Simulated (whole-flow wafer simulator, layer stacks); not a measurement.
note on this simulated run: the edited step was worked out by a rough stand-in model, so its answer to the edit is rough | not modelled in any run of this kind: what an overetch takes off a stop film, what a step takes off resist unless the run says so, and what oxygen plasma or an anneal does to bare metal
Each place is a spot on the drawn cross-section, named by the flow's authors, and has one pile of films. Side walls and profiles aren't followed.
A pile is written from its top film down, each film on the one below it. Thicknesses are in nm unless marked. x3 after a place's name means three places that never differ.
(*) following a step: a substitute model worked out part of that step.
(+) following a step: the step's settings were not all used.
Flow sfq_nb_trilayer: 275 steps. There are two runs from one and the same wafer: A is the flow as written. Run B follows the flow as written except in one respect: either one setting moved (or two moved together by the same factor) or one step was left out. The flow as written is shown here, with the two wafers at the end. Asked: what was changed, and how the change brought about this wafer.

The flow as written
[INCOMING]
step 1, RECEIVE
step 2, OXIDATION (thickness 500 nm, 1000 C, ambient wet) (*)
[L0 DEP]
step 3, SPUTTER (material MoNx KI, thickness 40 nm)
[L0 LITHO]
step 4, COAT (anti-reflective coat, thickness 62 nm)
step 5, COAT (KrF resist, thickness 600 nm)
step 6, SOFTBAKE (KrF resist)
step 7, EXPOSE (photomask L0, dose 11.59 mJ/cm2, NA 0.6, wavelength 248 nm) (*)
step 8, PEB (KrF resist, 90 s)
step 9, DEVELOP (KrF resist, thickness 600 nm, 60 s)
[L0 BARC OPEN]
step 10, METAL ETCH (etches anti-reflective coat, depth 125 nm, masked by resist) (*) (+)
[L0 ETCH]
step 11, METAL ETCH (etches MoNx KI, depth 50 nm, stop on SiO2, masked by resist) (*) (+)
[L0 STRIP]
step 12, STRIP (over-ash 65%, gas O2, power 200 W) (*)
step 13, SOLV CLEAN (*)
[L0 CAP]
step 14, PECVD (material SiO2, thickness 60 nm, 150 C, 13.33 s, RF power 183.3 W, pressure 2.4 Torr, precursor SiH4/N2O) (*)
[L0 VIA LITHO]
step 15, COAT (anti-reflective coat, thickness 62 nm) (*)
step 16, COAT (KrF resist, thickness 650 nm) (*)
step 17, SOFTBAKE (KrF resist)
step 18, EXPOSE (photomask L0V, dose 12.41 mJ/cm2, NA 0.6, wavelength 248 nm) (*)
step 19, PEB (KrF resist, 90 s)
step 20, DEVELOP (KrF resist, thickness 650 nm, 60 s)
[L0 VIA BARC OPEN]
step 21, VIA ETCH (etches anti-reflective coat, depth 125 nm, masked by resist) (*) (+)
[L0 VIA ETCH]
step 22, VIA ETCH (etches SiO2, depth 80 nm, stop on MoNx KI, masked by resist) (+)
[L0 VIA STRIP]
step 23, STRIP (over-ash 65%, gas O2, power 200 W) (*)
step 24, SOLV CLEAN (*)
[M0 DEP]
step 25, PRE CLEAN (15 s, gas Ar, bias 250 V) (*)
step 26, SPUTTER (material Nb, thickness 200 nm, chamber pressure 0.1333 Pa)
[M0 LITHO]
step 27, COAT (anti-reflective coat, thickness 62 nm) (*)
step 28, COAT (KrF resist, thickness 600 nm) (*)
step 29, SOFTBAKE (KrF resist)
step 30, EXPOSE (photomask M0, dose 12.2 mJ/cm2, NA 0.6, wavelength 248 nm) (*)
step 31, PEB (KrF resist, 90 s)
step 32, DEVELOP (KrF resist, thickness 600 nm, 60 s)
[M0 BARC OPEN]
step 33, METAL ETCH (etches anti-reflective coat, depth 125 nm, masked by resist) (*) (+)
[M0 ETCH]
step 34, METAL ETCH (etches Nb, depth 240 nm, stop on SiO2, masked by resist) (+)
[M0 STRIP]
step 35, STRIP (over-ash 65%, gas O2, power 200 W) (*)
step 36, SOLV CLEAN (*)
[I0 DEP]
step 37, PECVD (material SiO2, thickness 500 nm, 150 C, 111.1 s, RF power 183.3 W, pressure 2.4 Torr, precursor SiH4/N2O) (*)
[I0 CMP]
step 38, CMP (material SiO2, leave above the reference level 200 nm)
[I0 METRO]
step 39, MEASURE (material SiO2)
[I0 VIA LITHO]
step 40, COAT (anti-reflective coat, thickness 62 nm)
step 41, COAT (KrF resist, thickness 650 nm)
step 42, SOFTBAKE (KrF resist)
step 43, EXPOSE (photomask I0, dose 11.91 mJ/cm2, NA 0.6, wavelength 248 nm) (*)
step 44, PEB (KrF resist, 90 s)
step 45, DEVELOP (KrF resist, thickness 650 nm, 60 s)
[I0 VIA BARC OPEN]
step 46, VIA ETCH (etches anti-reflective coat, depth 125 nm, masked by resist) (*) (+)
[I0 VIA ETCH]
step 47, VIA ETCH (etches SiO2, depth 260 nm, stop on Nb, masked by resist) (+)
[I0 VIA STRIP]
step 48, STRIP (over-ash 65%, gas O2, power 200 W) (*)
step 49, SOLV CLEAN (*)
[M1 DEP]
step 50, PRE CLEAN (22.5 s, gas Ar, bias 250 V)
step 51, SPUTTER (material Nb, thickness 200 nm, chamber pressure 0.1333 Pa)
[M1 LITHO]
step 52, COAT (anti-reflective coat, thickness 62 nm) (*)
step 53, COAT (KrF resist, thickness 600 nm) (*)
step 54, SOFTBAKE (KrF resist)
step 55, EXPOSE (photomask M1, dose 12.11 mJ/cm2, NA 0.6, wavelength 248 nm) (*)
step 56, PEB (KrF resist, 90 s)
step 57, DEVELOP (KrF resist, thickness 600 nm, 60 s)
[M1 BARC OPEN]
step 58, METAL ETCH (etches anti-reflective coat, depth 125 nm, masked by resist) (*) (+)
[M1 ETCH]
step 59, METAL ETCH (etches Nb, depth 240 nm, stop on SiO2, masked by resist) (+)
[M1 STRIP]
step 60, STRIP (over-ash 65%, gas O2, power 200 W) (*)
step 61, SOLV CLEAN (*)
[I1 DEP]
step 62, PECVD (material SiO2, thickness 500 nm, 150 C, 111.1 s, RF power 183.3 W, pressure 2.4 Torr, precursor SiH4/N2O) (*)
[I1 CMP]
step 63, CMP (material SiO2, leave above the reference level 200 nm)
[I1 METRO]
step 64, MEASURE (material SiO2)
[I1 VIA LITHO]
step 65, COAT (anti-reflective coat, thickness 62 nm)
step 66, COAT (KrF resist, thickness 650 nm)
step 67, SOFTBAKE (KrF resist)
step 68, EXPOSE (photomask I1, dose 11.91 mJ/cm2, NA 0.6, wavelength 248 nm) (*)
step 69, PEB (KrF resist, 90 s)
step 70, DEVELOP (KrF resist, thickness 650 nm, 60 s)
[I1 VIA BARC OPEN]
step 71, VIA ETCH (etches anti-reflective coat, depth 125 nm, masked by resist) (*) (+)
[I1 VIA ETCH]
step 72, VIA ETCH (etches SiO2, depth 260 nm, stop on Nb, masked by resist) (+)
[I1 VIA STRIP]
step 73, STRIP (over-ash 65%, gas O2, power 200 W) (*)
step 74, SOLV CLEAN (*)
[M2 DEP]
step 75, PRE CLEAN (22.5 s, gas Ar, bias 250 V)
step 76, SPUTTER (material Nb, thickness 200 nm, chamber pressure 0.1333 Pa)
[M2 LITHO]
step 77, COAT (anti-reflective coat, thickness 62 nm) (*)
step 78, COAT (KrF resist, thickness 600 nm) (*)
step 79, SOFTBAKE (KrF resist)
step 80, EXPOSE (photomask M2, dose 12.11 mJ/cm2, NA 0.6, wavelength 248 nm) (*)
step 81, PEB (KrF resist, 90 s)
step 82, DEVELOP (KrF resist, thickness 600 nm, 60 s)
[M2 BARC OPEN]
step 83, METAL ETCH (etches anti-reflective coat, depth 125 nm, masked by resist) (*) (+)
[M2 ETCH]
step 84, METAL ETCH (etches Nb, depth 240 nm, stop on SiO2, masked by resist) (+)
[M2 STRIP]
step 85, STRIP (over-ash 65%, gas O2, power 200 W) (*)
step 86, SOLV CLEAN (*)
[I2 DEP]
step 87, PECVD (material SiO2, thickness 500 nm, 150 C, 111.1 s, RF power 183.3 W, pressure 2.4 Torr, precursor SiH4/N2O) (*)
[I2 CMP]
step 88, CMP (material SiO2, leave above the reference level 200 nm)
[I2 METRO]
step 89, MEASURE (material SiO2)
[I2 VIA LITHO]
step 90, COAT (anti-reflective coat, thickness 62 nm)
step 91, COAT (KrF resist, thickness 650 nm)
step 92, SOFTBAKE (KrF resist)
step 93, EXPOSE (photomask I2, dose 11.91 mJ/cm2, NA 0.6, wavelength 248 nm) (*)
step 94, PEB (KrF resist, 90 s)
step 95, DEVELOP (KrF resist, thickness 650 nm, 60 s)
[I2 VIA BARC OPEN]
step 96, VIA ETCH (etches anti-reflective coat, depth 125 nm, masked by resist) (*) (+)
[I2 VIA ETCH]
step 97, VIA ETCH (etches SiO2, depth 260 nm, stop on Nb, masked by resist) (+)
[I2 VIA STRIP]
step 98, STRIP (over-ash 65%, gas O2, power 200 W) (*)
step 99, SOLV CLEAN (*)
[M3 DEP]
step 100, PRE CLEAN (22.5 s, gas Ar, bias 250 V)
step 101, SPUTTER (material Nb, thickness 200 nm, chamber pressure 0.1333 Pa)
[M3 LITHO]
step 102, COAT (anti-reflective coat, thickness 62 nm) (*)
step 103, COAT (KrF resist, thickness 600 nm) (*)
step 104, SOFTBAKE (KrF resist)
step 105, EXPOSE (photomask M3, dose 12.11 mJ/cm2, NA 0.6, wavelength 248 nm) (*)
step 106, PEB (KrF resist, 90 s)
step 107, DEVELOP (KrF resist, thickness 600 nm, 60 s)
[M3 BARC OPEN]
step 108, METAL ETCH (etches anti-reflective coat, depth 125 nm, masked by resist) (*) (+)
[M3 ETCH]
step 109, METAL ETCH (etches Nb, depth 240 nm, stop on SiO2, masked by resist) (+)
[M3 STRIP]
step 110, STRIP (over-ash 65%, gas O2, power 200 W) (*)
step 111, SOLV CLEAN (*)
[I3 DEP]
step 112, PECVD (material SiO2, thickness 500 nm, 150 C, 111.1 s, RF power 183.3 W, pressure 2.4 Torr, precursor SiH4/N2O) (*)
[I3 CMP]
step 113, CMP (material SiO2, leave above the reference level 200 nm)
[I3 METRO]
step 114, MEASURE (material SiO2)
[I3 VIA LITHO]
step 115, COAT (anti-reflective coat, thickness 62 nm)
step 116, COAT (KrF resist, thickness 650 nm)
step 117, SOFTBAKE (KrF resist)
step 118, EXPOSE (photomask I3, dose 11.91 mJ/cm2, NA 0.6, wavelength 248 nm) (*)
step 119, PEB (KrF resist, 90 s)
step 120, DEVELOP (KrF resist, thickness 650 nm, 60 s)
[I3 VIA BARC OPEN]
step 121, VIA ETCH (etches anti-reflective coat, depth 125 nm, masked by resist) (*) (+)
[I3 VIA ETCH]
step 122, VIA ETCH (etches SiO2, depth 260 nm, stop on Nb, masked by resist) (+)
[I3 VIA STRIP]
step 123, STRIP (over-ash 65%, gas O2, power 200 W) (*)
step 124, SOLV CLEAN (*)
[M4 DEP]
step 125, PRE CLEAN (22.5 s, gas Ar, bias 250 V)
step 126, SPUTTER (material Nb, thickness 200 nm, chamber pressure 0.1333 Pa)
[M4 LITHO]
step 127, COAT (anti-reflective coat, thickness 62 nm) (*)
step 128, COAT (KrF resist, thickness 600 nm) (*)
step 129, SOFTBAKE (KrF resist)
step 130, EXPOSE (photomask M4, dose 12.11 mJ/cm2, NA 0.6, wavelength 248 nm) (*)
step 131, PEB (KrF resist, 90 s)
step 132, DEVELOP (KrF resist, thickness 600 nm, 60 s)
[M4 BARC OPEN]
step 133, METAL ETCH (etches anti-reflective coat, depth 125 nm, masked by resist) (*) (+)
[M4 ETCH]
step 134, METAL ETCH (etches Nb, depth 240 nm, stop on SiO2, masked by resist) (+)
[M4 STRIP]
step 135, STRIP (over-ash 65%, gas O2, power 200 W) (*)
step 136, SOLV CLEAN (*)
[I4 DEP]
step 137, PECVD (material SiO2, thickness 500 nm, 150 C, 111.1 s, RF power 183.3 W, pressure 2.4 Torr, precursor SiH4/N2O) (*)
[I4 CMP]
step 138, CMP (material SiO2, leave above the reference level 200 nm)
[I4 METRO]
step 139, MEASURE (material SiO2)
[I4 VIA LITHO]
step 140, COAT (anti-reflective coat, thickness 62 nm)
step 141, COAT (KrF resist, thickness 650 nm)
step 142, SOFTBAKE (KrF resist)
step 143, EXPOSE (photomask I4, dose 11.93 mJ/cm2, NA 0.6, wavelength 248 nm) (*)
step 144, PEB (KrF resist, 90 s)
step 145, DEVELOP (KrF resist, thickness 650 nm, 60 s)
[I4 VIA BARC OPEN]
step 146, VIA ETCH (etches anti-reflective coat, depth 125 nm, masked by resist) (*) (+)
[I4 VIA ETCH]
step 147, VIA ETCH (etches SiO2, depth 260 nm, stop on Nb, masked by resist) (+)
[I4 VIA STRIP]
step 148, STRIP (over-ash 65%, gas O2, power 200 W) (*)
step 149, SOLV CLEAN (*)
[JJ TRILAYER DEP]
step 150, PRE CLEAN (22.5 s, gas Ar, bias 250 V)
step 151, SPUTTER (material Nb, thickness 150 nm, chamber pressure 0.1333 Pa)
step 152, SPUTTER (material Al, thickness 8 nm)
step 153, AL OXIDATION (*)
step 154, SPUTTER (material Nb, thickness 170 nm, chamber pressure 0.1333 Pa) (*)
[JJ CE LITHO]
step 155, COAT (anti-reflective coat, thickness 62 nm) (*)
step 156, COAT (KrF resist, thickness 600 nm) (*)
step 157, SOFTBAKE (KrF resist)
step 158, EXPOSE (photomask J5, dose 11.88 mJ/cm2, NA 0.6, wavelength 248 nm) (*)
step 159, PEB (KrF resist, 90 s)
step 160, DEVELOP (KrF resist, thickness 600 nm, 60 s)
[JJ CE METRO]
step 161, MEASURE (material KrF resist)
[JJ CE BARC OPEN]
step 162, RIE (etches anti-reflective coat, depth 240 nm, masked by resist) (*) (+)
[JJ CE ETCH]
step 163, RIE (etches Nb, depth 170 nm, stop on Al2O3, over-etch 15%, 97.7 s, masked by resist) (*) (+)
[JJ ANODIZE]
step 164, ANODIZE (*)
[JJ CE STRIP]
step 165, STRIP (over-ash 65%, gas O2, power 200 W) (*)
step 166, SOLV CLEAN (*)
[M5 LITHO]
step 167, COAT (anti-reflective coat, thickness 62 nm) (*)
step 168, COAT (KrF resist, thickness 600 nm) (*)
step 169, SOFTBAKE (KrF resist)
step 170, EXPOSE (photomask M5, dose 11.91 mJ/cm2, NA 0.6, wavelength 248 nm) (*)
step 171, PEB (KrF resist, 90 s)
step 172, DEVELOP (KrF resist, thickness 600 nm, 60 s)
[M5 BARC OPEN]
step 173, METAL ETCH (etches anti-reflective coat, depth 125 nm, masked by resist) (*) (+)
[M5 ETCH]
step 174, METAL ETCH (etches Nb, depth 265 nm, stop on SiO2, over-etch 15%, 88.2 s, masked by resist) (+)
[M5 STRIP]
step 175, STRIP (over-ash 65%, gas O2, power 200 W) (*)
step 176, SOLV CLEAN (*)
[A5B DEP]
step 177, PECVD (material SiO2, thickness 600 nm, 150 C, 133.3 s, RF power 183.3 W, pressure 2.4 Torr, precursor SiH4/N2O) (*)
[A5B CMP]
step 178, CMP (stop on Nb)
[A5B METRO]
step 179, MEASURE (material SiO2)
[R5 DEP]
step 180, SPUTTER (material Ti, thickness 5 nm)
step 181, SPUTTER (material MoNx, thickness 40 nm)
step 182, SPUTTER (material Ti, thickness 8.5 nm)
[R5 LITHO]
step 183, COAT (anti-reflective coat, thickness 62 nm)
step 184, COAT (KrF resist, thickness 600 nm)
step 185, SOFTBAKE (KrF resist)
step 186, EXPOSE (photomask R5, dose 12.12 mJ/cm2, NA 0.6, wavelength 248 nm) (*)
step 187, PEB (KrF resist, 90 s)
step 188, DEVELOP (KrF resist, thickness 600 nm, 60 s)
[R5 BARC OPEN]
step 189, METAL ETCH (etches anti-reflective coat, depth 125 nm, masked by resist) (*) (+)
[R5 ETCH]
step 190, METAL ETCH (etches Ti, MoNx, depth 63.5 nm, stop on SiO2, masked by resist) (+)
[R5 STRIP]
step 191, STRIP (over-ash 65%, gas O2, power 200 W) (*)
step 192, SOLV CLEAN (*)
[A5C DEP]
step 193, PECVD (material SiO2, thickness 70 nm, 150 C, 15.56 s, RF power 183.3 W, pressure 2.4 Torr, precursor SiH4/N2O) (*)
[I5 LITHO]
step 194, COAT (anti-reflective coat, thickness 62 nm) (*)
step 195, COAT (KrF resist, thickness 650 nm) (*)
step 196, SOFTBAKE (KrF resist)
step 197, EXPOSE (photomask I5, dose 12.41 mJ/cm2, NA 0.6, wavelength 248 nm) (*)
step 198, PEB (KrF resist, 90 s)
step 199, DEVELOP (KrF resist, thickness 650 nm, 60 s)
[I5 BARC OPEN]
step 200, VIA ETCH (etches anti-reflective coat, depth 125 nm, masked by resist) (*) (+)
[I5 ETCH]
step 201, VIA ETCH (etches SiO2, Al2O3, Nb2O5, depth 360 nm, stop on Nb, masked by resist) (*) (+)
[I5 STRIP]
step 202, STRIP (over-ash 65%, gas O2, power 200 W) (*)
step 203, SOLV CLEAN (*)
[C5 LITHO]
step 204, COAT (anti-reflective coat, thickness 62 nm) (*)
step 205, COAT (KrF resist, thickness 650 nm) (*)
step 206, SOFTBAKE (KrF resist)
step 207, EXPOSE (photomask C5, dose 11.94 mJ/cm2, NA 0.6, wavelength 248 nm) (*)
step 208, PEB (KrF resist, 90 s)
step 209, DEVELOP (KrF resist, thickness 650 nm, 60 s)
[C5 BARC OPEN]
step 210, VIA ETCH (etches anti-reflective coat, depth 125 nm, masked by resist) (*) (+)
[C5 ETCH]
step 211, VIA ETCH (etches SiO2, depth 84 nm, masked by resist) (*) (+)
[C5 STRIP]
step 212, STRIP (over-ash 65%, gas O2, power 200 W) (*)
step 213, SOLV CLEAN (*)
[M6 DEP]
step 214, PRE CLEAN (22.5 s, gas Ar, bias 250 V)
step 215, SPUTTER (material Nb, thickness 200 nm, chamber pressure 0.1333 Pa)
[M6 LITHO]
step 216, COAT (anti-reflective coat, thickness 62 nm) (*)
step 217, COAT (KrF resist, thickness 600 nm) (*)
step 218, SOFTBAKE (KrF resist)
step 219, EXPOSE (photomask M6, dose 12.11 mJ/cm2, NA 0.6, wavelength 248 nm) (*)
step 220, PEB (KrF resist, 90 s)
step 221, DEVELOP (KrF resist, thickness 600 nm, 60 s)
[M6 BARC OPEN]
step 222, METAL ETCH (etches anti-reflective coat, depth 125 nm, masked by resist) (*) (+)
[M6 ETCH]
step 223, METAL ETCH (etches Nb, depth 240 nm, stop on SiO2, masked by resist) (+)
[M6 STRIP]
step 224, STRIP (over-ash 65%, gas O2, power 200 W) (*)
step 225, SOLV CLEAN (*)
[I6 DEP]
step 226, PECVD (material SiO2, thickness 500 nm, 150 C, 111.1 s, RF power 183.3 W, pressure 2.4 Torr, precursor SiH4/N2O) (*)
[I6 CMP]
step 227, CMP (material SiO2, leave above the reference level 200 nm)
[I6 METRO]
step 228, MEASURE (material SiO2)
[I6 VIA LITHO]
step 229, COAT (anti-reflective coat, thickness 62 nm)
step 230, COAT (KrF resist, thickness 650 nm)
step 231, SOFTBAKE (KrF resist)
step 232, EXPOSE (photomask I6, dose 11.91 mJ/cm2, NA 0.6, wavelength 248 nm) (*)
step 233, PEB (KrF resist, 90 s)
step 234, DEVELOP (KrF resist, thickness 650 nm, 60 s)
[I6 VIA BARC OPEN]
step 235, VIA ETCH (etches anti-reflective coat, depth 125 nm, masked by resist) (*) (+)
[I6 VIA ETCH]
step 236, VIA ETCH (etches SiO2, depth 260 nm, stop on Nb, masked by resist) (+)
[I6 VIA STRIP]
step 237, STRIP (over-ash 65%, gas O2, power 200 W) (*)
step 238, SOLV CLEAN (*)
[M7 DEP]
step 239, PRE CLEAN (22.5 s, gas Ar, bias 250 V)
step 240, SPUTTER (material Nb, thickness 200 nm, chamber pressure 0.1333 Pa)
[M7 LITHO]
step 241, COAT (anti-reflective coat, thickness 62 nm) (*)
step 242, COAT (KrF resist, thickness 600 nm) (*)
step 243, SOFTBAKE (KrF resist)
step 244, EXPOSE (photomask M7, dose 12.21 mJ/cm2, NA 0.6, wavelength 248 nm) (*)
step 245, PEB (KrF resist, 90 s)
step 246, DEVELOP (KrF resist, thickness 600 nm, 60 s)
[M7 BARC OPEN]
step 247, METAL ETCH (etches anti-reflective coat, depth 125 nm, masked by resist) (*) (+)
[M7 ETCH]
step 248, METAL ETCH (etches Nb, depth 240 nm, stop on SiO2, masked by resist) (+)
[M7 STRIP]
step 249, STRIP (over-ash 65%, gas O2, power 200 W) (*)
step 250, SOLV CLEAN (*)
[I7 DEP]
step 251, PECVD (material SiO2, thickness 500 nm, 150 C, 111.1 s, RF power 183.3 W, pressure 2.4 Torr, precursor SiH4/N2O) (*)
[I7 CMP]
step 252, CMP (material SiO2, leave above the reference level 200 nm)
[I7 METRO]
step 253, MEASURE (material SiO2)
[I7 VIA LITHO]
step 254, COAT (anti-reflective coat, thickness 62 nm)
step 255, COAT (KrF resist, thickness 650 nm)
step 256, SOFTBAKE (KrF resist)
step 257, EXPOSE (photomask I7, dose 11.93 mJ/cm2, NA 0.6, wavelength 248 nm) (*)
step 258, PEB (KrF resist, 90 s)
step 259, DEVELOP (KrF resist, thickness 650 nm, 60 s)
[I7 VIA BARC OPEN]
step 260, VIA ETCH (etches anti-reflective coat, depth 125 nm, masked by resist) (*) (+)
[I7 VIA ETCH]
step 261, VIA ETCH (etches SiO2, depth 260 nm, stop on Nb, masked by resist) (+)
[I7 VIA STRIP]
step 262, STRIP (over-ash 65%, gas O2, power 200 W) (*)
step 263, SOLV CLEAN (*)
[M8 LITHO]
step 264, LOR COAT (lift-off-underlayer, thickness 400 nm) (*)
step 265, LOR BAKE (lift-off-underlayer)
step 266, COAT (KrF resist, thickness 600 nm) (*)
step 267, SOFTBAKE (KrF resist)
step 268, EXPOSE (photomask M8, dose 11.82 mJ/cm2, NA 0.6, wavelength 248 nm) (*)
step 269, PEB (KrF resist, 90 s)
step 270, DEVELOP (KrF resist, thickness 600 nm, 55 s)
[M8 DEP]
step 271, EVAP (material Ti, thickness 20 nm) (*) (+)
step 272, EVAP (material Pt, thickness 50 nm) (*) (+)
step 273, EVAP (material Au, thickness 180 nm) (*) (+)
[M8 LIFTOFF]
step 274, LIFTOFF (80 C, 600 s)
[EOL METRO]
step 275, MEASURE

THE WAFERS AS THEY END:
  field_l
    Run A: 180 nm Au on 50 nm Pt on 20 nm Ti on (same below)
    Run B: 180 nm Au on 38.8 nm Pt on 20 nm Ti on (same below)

The reason: step 272, EVAP: thickness 38.8 nm was run, whereas the flow has thickness 50 nm.
The wafer itself shows it: field_l has Pt 38.8, and step 272 as written asks for 50 nm.

How this came from the change, step by step:
  step 272, EVAP (material Pt, thickness 50 nm) (*) (+)
      field_l, v_sur, via_wl and 103 more: A Pt gains 50 (new film) | B Pt gains 38.8 (new film)
  step 274, LIFTOFF (80 C, 600 s)
      p4_fl, p4_fm, p4_w1 and 71 more: A Au loses 180 (all of it), Pt loses 50 (all of it), Ti loses 20 (all of it), KrF resist loses 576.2 (all of it), lift-off-underlayer loses 400 (all of it) | B Au loses 180 (all of it), Pt loses 38.8 (all of it), Ti loses 20 (all of it), KrF resist loses 576.2 (all of it), lift-off-underlayer loses 400 (all of it)
      c5j, ce_r: A Au loses 180 (all of it), Pt loses 50 (all of it), Ti loses 20 (all of it), KrF resist loses 573.3 (all of it), lift-off-underlayer loses 399.3 (all of it) | B Au loses 180 (all of it), Pt loses 38.8 (all of it), Ti loses 20 (all of it), KrF resist loses 573.3 (all of it), lift-off-underlayer loses 399.3 (all of it)
      (as well as at 19 more places)
